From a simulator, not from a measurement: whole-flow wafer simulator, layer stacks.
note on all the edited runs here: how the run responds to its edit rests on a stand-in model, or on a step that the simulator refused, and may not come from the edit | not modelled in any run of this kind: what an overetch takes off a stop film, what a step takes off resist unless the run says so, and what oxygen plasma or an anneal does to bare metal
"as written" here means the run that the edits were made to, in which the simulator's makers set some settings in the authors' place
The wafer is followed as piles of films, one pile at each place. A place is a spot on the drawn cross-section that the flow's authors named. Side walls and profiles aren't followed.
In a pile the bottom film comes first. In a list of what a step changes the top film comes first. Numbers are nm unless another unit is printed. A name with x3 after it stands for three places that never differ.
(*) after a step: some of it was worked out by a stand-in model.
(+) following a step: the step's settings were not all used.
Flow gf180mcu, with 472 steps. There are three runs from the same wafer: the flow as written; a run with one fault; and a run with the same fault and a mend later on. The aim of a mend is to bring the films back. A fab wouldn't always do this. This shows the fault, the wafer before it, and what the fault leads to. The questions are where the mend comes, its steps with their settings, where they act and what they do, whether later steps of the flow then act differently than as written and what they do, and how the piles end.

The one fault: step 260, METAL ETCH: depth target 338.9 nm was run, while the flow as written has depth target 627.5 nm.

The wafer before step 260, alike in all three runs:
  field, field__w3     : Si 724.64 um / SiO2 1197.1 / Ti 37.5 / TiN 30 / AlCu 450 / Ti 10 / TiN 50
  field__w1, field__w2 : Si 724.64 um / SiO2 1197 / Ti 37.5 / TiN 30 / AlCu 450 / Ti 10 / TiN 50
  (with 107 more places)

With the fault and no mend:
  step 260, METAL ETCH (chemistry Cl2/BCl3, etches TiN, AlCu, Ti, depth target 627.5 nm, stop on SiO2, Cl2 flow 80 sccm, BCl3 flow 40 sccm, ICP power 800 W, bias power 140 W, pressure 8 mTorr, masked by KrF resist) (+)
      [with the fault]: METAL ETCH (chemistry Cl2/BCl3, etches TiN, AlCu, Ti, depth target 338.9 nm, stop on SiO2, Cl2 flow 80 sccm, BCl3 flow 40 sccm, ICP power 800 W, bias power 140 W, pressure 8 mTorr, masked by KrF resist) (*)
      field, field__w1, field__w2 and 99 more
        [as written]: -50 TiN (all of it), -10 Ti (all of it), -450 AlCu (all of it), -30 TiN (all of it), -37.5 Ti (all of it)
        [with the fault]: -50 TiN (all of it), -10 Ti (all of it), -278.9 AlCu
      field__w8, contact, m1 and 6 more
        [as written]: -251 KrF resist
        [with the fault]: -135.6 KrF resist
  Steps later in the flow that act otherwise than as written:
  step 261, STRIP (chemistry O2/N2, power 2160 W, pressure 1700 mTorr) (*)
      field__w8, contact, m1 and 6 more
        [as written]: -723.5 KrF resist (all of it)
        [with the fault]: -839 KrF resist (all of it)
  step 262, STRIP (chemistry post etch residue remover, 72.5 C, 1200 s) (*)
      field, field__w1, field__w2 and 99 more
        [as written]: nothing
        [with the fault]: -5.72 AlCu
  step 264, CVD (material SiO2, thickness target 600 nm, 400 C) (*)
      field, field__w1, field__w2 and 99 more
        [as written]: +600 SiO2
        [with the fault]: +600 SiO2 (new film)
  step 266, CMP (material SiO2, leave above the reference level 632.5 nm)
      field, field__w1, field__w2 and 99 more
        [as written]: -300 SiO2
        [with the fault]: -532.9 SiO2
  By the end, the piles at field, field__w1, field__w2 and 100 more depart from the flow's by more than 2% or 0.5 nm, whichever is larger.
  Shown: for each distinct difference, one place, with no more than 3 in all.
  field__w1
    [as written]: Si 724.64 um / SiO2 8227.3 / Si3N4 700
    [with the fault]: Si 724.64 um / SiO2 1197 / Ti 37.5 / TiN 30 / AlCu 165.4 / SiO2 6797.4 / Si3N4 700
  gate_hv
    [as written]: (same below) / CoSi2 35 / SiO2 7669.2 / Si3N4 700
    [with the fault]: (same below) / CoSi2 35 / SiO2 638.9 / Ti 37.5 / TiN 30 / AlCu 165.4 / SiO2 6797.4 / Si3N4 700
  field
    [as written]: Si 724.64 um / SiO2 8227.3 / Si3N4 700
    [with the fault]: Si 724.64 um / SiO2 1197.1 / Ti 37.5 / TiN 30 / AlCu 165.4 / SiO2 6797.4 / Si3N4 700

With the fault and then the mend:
  After step 262 comes the mend.
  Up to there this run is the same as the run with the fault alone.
  step 262a, DEHYDRATE (200 C, 60 s) (the flow's step 253, run once more)
      alters no film at any place that is followed
  step 262b, HMDS (120 C, 60 s) (the flow's step 254, run once more)
      alters no film at any place that is followed
  step 262c, COAT (KrF resist, thickness 1000 nm) (*) (the flow's step 255, run once more)
      iso_ptap_pw, iso_ntap_nw, iso_nw_fld and 33 more
        +1000 KrF resist (new film)
      field__w5, field__w9, field_sub__w4 and 12 more
        +1002.2 KrF resist (new film)
      field_sub, field_sub__w1, field_sub__w3 and 10 more
        +1002.3 KrF resist (new film)
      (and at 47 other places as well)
  step 262d, SOFTBAKE (KrF resist) (the flow's step 256, run once more)
      alters no film at any place that is followed
  step 262e, EXPOSE (photomask Metal1) (the flow's step 257, run once more)
      alters no film at any place that is followed
  step 262f, PEB (KrF resist, 135 C, 90 s) (the flow's step 258, run once more)
      field__w1, field__w2, field__w3 and 57 more
        -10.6 KrF resist
      iso_ptap_pw, iso_ntap_nw, iso_nw_fld and 33 more
        -10.5 KrF resist
      sd_p, gate_p, nw_sep_fld
        -10.7 KrF resist
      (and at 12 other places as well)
  step 262g, DEVELOP (thickness 1000 nm, 60 s) (the flow's step 259, run once more)
      iso_ptap_pw, iso_ntap_nw, iso_nw_fld and 33 more
        -989.5 KrF resist (all of it)
      field__w10, field_sub__w2, field_sub__w4 and 12 more
        -991.6 KrF resist (all of it)
      field__w5, field__w9, field_sub and 7 more
        -991.7 KrF resist (all of it)
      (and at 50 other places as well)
  step 262h, METAL ETCH (chemistry Cl2/BCl3, etches TiN, AlCu, Ti, depth target 288.6 nm, stop on SiO2, Cl2 flow 80 sccm, BCl3 flow 40 sccm, ICP power 800 W, bias power 140 W, pressure 8 mTorr, masked by KrF resist) (+) (the flow's step 260, run once more with other settings)
      field, field__w1, field__w2 and 99 more
        -165.4 AlCu (all of it), -30 TiN (all of it), -37.5 Ti (all of it)
      field__w8, contact, m1 and 6 more
        -115.4 KrF resist
  step 262i, STRIP (chemistry O2/N2, power 2160 W, pressure 1700 mTorr) (*) (the flow's step 261, run once more)
      field__w8, m1
        -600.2 KrF resist (all of it)
      contact
        -598.3 KrF resist (all of it)
      m1__w1
        -609 KrF resist (all of it)
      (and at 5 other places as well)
  step 262j, STRIP (chemistry post etch residue remover, 72.5 C, 1200 s) (*) (the flow's step 262, run once more)
      field__w8, contact, m1 and 6 more
        -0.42 TiN
  Every later step of the flow that is run acts as written, at every place that is followed, to within 2% or 0.5 nm, whichever is larger.
  At the end the piles are close to the flow's at the places that both follow, differing by at most 2% or 0.5 nm, whichever is larger.
